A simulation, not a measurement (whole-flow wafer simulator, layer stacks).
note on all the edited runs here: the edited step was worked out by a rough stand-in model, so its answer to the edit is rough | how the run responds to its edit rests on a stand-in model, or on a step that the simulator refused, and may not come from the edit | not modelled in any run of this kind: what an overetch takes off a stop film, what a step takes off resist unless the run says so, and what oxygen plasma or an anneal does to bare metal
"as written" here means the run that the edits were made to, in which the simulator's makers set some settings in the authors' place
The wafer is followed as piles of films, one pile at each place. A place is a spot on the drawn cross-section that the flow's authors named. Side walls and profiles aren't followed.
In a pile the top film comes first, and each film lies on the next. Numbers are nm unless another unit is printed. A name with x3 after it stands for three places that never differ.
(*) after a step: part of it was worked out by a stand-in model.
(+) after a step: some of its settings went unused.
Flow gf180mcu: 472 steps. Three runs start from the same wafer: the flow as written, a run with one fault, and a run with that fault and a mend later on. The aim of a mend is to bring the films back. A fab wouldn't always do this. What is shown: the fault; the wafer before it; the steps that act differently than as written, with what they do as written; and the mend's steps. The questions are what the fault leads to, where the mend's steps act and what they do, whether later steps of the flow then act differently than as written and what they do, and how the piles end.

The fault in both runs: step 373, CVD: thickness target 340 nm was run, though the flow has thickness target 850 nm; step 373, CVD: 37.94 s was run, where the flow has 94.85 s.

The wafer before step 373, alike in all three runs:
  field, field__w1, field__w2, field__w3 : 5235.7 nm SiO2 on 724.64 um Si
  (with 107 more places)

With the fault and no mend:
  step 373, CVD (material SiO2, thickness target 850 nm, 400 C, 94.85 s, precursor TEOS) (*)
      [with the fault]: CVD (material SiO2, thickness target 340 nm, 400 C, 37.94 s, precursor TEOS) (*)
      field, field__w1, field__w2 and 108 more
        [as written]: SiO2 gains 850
        [with the fault]: SiO2 gains 350.7
  Later steps of the flow acting differently than as written (2 other steps are not shown; they differ only slightly, by no more than 2% or 0.5 nm, whichever is larger):
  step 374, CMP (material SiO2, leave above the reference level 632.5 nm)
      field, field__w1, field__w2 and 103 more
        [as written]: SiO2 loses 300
        [with the fault]: nothing
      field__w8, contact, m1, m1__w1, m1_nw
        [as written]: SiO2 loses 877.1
        [with the fault]: SiO2 loses 377.7
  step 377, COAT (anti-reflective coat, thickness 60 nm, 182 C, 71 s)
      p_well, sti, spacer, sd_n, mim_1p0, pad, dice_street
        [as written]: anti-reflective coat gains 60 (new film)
        [with the fault]: anti-reflective coat gains 61.4 (new film)
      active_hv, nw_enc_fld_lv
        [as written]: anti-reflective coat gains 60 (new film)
        [with the fault]: anti-reflective coat gains 42 (new film)
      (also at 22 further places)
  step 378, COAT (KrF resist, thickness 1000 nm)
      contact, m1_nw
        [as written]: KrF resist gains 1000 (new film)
        [with the fault]: KrF resist gains 890.4 (new film)
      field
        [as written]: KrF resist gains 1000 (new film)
        [with the fault]: KrF resist gains 959.3 (new film)
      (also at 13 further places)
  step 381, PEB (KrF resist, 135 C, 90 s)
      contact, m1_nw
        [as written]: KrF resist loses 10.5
        [with the fault]: KrF resist loses 8.82
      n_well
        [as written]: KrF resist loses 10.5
        [with the fault]: KrF resist loses 9.47
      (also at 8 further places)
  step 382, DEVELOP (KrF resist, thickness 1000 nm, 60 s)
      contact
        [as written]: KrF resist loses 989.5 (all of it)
        [with the fault]: KrF resist loses 881.6 (all of it)
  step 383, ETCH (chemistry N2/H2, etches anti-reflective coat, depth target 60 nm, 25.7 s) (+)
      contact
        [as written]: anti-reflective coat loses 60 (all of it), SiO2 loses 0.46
        [with the fault]: anti-reflective coat loses 18.2 (all of it), SiO2 loses 1.53
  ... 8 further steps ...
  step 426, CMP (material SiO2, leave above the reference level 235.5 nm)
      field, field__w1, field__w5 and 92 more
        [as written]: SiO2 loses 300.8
        [with the fault]: SiO2 loses 288.4
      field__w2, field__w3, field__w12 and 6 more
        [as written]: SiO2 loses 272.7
        [with the fault]: SiO2 loses 259.7
  The piles end different from the flow's at field, field__w1, field__w2 and 109 more by more than 2% or 0.5 nm, whichever is larger.
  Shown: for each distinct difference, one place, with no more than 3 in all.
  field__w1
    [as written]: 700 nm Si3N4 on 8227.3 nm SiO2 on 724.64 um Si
    [with the fault]: 700 nm Si3N4 on 2457.8 nm SiO2 on 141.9 nm W on 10 nm TiN on 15 nm Ti on 5586.3 nm SiO2 on 724.64 um Si
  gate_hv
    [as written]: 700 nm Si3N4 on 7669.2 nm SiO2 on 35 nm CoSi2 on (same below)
    [with the fault]: 700 nm Si3N4 on 2457.8 nm SiO2 on 141.9 nm W on 10 nm TiN on 15 nm Ti on 5028.2 nm SiO2 on 35 nm CoSi2 on (same below)
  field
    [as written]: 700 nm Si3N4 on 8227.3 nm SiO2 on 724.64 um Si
    [with the fault]: 700 nm Si3N4 on 2457.8 nm SiO2 on 141.9 nm W on 10 nm TiN on 15 nm Ti on 5586.4 nm SiO2 on 724.64 um Si

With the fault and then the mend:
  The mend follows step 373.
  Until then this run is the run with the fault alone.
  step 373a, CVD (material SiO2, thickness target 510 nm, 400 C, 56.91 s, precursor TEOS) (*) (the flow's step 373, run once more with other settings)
      field, field__w1, field__w2 and 108 more
        SiO2 gains 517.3
  Later steps of the flow acting differently than as written:
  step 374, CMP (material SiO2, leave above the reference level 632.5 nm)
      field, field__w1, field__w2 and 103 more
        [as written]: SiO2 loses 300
        [with the mend]: SiO2 loses 318
  The piles end the same as the flow's at every place that both follow.
